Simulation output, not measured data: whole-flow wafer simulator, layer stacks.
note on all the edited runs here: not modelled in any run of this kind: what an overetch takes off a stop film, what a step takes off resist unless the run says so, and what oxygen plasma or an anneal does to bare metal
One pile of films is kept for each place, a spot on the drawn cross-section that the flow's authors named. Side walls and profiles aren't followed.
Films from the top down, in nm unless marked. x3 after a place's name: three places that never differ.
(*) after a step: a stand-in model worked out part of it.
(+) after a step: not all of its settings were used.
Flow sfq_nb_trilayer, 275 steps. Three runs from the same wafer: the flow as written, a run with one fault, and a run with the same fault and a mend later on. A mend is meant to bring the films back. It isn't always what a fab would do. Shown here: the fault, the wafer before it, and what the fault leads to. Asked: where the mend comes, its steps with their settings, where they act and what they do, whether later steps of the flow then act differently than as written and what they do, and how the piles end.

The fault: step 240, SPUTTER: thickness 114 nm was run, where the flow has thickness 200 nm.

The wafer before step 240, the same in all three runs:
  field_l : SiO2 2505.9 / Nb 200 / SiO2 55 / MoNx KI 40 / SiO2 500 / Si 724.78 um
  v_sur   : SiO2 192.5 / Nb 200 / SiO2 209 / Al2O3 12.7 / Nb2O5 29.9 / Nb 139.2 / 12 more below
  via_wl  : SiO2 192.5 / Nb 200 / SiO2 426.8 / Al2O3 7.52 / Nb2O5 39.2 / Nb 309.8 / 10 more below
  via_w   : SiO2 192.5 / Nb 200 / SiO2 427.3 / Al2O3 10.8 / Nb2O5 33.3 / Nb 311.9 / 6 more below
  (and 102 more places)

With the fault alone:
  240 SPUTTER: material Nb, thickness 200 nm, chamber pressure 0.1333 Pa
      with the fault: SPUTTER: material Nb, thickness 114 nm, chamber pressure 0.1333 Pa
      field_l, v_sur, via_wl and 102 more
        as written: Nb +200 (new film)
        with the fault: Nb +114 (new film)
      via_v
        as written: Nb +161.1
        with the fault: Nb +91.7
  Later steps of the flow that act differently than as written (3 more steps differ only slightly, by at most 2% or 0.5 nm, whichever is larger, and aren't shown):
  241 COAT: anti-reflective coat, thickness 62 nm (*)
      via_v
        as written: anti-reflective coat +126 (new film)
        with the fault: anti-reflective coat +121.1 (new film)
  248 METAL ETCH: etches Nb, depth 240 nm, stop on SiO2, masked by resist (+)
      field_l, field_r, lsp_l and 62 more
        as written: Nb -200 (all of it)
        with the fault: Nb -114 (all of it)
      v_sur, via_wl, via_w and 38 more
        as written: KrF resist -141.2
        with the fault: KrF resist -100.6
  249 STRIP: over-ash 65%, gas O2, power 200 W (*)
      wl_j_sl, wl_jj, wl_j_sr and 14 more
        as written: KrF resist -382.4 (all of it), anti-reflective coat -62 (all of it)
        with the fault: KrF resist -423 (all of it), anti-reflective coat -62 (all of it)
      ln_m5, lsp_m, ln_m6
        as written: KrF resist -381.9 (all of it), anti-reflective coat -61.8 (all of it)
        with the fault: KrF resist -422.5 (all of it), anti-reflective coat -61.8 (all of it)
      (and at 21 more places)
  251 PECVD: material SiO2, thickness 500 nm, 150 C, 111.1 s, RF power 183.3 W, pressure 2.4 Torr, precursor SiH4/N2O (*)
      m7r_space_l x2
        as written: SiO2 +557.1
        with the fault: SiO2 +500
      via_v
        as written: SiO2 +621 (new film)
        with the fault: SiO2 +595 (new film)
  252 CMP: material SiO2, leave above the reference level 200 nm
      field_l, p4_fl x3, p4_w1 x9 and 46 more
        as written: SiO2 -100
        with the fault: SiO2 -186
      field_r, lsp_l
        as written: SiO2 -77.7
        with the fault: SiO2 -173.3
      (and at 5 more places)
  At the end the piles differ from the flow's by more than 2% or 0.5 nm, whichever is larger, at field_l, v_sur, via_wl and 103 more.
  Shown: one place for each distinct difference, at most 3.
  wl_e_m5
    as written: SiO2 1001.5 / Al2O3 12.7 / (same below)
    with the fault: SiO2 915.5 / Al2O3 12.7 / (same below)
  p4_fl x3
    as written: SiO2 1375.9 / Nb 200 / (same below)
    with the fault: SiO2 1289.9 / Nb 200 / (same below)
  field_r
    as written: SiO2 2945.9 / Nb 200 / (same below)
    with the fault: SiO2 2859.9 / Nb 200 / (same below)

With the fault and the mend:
  The mend comes after step 246.
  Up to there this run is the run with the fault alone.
  246a STRIP: over-ash 65%, gas O2, power 200 W (*)
      p4_fl x3, p4_w1 x9, p4_g1 x2 and 46 more
        anti-reflective coat -62 (all of it)
      wl_j_sl, wl_jj, wl_j_sr and 14 more
        KrF resist -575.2 (all of it), anti-reflective coat -62 (all of it)
      field_r, lsp_l, l0_sur, l0v
        anti-reflective coat -61.8 (all of it)
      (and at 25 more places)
  246b SPUTTER: material Nb, thickness 86 nm, chamber pressure 0.1333 Pa (the flow's step 240 once more, with other settings)
      field_l, v_sur, via_wl and 102 more
        Nb +86
      via_v
        Nb +66.2
  246c COAT: anti-reflective coat, thickness 62 nm (*) (the flow's step 241 once more)
      p4_fl x3, p4_w1 x9, p4_g1 x2 and 63 more
        anti-reflective coat +62 (new film)
      moat, field_r, lsp_l and 6 more
        anti-reflective coat +61.8 (new film)
      be_r, r_sur, res, r_end
        anti-reflective coat +61.7 (new film)
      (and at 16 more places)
  246d COAT: KrF resist, thickness 600 nm (*) (the flow's step 242 once more)
      p4_fl x3, p4_w1 x9, p4_g1 x2 and 63 more
        KrF resist +600 (new film)
      field_r, lsp_l, ln_m5, lsp_m, ln_m6, l0v
        KrF resist +599.5 (new film)
      r_end, moat
        KrF resist +599.4 (new film)
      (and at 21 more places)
  246e SOFTBAKE: KrF resist (the flow's step 243 once more)
      changes no film at any place that is followed
  246f EXPOSE: photomask M7, dose 12.21 mJ/cm2, NA 0.6, wavelength 248 nm (*) (the flow's step 244 once more)
      changes no film at any place that is followed
  246g PEB: KrF resist, 90 s (the flow's step 245 once more)
      field_l, v_sur, via_wl and 97 more
        KrF resist -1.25
      via_w, via_wr, wire, be
        KrF resist -1.24
      via_sp
        KrF resist -1.23
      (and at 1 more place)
  246h DEVELOP: KrF resist, thickness 600 nm, 60 s (the flow's step 246 once more)
      p4_fl x3, p4_w1 x9, p4_g1 x2 and 46 more
        KrF resist -598.7 (all of it)
      v_sur, via_wl, via_w and 38 more
        KrF resist -23.5
      field_r, lsp_l
        KrF resist -598.2 (all of it)
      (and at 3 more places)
  No later step of the flow acts differently than as written, at any place that is followed, by more than 2% or 0.5 nm, whichever is larger.
  At the end the piles differ from the flow's only slightly at the places that both follow, by at most 2% or 0.5 nm, whichever is larger.
